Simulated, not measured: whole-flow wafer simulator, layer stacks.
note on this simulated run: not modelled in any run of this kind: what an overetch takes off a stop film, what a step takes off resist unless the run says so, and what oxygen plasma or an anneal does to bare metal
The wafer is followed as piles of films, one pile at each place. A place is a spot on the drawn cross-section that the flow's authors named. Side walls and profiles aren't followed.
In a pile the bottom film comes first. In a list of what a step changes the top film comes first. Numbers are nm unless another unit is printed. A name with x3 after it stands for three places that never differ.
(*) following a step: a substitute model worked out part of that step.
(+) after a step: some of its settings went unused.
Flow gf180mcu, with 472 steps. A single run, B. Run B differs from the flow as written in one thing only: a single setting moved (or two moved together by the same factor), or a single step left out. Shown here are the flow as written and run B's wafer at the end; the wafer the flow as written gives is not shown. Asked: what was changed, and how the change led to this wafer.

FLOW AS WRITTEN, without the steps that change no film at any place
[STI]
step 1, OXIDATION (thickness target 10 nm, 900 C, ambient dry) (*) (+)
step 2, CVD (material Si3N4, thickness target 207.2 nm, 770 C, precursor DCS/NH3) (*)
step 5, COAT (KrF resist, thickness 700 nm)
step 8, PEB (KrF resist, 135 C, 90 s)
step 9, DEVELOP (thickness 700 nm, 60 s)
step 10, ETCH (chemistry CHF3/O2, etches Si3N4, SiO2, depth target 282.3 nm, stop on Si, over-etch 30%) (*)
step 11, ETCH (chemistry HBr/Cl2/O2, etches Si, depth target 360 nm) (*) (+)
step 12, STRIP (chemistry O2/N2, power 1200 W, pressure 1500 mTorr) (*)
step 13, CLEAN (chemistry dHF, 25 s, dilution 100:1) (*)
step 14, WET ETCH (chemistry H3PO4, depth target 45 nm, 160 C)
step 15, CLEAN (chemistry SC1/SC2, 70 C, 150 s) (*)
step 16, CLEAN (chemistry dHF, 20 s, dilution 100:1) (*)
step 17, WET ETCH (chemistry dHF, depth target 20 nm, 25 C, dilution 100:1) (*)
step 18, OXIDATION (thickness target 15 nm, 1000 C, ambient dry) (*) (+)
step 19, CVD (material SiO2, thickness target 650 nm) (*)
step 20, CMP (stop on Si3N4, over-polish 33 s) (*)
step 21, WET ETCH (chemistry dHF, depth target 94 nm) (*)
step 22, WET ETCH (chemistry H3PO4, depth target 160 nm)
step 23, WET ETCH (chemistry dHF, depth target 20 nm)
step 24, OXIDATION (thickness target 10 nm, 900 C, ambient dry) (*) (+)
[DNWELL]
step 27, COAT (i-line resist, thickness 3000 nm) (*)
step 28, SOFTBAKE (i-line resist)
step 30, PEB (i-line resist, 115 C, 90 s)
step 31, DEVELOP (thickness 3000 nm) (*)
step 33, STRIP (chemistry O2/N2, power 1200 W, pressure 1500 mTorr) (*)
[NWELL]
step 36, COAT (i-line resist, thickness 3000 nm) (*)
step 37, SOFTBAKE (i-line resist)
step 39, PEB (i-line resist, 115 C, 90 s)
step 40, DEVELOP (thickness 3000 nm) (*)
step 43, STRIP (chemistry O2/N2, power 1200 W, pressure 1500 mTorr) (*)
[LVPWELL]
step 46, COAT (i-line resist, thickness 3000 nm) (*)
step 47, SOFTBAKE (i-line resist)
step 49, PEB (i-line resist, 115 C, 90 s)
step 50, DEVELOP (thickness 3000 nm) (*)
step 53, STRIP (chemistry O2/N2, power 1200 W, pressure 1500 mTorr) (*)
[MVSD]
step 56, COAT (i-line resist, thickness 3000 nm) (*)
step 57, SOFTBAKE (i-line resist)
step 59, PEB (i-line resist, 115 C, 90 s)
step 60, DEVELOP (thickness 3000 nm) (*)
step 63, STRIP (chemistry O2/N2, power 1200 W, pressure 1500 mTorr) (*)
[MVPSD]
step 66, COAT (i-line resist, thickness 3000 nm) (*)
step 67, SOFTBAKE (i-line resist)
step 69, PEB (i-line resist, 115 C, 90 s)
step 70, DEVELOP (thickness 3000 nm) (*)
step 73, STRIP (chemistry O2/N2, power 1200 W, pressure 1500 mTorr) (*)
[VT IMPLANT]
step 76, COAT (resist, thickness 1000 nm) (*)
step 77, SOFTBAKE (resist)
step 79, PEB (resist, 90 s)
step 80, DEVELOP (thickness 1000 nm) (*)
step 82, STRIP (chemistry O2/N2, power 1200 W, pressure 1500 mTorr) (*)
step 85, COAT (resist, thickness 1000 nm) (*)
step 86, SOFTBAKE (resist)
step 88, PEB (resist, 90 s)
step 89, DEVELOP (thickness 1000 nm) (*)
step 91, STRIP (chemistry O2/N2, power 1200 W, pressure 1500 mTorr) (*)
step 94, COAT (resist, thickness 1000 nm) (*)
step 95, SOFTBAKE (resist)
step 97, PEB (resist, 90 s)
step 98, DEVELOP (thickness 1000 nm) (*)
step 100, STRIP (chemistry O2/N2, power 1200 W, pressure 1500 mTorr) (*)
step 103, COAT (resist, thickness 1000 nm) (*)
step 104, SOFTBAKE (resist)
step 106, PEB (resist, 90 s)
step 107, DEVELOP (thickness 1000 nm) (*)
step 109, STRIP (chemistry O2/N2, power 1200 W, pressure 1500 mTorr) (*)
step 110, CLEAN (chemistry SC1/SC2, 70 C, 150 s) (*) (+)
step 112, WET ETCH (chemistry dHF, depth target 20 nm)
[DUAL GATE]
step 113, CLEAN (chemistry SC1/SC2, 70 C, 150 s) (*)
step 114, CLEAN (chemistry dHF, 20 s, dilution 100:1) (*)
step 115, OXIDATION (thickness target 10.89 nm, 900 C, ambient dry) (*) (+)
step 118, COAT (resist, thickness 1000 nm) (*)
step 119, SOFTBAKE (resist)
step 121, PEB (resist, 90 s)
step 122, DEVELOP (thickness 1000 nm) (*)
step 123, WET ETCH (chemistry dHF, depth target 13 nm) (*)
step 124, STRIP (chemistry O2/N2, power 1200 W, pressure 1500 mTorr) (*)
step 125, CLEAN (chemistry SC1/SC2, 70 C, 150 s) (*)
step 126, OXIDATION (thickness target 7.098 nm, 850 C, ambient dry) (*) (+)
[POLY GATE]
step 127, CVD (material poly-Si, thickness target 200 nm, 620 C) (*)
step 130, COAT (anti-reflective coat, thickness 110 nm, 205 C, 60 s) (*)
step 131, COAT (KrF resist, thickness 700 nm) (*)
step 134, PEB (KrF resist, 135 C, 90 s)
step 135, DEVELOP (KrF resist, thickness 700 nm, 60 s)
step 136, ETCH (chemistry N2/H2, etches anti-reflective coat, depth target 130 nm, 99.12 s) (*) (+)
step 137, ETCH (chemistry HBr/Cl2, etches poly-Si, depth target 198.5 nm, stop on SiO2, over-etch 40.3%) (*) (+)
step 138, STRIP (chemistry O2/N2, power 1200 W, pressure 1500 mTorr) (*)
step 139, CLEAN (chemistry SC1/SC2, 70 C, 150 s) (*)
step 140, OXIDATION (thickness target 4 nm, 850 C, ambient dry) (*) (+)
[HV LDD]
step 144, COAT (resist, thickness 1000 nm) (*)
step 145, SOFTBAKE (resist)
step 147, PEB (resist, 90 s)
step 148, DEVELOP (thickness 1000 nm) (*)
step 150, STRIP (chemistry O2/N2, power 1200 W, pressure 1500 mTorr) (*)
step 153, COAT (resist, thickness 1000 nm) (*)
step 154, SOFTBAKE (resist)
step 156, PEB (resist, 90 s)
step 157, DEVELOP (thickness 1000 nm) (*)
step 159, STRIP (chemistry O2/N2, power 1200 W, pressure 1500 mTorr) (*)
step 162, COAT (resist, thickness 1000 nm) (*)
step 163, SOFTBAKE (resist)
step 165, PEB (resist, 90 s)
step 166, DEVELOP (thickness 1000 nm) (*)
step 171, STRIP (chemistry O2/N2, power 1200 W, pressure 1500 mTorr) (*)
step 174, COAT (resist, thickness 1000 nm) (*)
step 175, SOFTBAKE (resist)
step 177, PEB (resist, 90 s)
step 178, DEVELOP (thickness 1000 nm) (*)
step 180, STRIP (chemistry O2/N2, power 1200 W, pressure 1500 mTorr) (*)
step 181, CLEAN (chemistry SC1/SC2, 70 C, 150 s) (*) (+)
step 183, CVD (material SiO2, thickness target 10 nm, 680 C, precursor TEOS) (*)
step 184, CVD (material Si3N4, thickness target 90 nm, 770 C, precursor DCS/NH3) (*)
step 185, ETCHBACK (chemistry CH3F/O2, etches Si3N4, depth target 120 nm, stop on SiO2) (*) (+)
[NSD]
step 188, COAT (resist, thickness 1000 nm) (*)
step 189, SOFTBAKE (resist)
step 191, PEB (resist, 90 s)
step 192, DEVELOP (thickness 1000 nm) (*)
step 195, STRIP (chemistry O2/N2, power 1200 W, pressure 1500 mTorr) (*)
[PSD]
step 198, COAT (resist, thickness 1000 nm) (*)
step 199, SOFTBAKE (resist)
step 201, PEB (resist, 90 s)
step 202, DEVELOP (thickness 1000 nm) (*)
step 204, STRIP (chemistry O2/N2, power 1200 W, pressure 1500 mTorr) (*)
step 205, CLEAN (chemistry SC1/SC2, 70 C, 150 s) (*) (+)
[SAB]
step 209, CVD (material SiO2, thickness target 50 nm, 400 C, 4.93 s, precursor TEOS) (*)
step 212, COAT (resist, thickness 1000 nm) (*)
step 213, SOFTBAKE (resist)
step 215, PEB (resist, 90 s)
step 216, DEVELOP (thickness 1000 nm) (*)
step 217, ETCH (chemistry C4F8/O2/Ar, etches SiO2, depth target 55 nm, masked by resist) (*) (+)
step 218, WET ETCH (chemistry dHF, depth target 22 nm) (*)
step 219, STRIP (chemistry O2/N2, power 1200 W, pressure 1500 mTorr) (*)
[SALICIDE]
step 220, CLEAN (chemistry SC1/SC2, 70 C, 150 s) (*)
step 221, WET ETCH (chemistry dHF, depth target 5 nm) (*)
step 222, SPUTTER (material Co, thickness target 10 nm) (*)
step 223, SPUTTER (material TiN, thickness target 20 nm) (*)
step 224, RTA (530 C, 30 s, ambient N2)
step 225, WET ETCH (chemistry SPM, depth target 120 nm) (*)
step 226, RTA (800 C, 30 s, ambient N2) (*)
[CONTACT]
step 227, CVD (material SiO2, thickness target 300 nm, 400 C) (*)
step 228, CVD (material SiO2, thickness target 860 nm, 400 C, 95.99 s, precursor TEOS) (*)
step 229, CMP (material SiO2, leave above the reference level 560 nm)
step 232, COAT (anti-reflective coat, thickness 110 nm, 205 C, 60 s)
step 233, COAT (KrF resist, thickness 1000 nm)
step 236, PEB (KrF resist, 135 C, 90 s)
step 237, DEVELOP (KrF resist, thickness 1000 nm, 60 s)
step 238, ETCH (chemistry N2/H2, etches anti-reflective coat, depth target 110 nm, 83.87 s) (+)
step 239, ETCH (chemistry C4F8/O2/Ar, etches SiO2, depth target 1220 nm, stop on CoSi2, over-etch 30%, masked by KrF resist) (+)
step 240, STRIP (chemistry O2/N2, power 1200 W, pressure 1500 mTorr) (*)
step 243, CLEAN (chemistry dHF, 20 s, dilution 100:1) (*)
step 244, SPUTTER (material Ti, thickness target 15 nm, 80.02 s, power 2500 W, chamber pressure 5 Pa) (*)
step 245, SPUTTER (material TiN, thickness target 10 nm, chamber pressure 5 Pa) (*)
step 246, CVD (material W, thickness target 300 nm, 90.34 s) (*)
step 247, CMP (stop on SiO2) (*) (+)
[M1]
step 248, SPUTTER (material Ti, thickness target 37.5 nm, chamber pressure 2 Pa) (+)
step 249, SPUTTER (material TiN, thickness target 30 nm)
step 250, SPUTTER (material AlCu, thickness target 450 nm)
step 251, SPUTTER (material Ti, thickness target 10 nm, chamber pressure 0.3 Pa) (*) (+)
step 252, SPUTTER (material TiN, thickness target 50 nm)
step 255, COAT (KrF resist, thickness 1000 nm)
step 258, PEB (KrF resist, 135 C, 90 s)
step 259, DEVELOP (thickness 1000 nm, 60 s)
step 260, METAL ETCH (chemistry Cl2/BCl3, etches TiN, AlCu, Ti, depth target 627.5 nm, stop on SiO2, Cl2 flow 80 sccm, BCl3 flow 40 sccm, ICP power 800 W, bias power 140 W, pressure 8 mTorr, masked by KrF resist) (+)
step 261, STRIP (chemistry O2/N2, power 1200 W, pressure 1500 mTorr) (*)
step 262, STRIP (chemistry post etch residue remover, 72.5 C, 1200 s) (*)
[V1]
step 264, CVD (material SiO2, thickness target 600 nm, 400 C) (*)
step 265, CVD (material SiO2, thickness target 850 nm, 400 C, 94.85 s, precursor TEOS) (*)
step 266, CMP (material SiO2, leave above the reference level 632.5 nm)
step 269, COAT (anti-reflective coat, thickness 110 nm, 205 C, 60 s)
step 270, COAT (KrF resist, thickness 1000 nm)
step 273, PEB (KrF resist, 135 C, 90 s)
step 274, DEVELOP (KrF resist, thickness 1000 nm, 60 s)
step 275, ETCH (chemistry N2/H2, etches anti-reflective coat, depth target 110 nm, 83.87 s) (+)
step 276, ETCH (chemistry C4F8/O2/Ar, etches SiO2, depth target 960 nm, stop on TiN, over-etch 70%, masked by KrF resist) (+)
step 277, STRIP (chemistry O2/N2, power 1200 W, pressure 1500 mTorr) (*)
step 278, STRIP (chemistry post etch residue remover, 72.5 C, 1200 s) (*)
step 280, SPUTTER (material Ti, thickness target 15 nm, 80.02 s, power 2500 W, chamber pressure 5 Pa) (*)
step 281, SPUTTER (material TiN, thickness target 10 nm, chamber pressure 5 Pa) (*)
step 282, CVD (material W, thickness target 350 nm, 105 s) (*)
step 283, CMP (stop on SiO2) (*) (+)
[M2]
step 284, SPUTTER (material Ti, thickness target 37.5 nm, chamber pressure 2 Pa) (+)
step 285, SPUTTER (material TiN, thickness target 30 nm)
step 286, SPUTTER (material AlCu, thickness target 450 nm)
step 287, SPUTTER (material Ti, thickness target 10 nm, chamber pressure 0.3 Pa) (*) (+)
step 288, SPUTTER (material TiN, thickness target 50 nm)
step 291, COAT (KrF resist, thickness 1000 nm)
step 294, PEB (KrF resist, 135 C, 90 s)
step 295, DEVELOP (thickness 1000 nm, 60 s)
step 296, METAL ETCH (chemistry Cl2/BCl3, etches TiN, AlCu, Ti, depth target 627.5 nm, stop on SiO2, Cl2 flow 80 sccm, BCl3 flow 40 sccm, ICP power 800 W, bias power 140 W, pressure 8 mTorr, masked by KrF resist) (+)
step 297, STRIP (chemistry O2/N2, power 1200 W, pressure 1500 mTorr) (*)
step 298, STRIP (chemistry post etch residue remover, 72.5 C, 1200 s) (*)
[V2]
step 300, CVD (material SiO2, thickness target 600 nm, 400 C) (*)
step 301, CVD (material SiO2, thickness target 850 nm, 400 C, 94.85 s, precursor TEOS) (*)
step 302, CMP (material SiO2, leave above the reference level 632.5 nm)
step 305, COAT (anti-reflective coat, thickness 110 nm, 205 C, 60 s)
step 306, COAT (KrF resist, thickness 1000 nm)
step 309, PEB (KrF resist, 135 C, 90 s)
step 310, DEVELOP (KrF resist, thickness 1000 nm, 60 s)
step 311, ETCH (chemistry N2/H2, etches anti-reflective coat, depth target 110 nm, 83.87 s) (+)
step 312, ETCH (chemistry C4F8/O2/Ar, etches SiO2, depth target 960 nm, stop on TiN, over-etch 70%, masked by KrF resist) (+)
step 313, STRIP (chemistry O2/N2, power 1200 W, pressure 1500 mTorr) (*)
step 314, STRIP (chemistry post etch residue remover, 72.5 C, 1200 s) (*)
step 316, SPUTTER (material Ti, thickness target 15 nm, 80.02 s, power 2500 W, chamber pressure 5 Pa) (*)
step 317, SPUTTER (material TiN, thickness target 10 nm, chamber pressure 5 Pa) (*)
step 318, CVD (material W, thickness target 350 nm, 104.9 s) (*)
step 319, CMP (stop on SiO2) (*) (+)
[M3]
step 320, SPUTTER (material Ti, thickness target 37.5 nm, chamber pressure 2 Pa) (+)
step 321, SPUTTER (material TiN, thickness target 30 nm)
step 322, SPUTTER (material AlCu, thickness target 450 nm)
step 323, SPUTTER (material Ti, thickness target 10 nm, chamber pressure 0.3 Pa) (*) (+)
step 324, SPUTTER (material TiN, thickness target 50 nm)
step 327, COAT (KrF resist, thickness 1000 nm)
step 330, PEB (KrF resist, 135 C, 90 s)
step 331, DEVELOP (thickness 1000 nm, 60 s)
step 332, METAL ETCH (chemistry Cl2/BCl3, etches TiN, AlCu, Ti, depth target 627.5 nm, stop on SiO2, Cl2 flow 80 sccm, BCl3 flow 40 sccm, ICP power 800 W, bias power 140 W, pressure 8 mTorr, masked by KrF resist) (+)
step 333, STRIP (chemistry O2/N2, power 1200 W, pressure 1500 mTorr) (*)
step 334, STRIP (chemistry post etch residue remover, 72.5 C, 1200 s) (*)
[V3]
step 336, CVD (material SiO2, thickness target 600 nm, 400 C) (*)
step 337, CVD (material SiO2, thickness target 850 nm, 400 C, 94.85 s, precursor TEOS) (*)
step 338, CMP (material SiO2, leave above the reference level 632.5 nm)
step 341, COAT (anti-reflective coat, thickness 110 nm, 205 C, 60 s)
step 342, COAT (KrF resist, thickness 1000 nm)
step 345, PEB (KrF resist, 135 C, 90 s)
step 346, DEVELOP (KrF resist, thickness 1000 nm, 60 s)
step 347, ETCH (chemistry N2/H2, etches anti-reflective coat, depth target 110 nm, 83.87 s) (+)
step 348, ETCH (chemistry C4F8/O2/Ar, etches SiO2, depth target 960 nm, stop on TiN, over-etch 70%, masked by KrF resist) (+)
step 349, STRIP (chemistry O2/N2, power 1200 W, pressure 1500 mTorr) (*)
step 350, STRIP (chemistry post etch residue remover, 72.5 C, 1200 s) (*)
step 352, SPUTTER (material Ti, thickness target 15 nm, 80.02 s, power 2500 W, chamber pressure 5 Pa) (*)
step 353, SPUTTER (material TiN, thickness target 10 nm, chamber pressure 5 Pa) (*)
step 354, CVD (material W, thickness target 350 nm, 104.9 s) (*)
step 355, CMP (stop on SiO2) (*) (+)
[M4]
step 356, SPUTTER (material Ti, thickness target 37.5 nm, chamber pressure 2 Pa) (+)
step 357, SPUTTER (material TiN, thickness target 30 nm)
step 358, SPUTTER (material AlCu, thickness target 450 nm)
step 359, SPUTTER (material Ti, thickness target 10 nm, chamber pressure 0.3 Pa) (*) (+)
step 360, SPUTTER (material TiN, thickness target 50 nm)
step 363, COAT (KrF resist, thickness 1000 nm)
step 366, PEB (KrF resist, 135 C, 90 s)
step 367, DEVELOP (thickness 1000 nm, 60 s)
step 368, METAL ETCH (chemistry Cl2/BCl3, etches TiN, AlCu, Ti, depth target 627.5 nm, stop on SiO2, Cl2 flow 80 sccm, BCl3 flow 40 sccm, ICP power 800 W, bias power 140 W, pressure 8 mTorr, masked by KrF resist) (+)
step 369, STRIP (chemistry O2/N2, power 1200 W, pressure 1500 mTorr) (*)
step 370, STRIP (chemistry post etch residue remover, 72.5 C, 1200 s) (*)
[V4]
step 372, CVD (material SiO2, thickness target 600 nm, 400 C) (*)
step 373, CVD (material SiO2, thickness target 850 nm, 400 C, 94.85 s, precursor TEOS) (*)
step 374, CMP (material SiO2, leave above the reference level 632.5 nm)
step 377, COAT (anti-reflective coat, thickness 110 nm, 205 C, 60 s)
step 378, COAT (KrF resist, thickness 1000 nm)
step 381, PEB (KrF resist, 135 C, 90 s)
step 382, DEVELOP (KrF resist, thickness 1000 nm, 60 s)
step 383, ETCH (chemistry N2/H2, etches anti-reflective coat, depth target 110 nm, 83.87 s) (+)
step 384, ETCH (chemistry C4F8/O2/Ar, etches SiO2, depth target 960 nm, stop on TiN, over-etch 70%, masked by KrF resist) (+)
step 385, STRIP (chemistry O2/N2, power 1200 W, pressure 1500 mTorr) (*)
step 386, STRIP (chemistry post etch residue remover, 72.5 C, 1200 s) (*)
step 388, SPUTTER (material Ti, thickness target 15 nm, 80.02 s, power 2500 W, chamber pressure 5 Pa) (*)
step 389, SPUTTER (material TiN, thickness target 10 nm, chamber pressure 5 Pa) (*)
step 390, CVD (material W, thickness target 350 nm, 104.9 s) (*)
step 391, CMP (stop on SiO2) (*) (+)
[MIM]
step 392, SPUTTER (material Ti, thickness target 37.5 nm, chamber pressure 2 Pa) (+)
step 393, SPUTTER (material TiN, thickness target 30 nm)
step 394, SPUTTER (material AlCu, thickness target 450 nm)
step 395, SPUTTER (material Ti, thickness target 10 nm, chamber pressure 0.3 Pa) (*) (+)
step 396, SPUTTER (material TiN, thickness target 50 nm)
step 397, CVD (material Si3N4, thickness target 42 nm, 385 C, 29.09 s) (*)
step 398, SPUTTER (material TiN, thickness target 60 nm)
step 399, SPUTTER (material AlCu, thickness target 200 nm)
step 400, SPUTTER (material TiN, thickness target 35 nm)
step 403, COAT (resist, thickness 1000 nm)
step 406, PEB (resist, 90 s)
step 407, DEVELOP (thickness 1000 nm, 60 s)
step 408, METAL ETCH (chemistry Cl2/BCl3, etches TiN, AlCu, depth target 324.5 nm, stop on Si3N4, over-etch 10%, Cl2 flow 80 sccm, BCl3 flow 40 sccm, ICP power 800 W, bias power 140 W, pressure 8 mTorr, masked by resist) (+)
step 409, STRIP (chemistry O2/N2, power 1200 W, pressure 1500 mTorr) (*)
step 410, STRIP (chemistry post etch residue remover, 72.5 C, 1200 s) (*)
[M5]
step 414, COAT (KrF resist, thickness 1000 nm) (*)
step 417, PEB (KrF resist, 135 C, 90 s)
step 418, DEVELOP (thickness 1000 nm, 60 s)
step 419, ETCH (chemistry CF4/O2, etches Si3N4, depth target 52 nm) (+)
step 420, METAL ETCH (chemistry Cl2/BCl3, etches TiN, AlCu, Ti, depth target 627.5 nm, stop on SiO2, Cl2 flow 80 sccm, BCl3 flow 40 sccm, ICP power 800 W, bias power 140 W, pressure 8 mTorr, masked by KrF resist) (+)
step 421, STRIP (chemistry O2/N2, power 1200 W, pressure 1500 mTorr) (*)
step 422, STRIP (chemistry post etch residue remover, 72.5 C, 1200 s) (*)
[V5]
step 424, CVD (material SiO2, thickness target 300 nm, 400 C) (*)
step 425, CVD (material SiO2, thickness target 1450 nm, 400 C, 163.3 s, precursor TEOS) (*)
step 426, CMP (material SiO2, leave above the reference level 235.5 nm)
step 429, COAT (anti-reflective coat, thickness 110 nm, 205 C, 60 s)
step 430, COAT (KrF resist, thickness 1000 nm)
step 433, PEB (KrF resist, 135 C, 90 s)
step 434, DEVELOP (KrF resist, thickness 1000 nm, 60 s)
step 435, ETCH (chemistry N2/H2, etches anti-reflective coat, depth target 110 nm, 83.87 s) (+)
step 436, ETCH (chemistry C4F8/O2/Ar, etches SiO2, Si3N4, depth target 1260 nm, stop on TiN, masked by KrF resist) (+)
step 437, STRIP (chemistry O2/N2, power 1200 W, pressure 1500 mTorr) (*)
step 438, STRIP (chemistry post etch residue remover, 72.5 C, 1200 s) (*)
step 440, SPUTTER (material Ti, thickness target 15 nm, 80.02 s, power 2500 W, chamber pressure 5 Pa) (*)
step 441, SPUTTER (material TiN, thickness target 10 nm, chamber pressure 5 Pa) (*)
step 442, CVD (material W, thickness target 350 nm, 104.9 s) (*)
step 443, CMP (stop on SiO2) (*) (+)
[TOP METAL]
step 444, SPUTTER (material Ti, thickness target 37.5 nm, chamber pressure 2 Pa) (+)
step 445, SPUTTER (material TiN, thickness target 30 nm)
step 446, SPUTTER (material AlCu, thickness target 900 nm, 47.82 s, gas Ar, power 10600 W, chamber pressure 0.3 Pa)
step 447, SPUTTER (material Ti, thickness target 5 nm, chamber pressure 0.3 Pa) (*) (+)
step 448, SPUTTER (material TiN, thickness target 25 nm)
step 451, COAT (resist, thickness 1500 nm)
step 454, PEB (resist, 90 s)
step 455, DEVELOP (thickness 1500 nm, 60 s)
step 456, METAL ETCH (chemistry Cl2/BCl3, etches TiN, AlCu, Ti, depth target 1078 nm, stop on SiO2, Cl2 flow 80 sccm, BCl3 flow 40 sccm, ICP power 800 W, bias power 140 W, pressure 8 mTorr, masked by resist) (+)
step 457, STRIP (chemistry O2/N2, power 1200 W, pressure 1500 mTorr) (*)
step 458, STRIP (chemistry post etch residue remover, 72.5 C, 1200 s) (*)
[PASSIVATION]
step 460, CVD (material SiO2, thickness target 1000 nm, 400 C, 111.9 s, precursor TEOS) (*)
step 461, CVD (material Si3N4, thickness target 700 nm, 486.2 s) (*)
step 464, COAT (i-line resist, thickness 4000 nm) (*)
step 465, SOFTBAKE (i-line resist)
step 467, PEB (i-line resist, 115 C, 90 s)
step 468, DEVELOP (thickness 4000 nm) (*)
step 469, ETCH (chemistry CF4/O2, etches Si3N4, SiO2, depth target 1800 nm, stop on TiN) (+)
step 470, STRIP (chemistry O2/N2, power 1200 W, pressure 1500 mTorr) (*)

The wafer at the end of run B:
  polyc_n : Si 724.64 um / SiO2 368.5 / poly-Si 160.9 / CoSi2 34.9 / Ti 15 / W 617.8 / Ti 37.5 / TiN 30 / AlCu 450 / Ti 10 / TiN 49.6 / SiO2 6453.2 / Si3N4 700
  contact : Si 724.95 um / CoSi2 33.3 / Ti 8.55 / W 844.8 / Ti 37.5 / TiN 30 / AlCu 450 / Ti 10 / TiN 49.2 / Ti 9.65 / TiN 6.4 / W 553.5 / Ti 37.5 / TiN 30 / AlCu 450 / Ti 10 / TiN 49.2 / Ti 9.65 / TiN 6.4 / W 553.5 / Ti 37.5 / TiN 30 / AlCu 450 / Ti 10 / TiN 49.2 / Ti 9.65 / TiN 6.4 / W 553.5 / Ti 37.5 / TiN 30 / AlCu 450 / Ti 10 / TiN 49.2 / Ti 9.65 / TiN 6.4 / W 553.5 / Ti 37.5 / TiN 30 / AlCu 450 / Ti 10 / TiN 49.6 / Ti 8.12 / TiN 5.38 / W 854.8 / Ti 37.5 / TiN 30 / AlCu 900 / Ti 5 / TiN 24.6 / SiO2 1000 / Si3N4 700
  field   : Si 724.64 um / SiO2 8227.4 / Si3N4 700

The reason: step 245, SPUTTER: material TiN, thickness target 10 nm, chamber pressure 5 Pa (*), was omitted.

The path from the change to this, step by step:
  step 247, CMP (stop on SiO2) (*) (+)
      field, field__w1, field__w2 and 105 more: W loses 300 (all of it), Ti loses 15 (all of it), SiO2 loses 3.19 (in the flow as written it would be: W loses 300 (all of it), TiN loses 10 (all of it), Ti loses 15 (all of it), SiO2 loses 3.29)
      contact, polyc_n, polyc_p: W loses 318.2 (in the flow as written it would be: W loses 328.3)
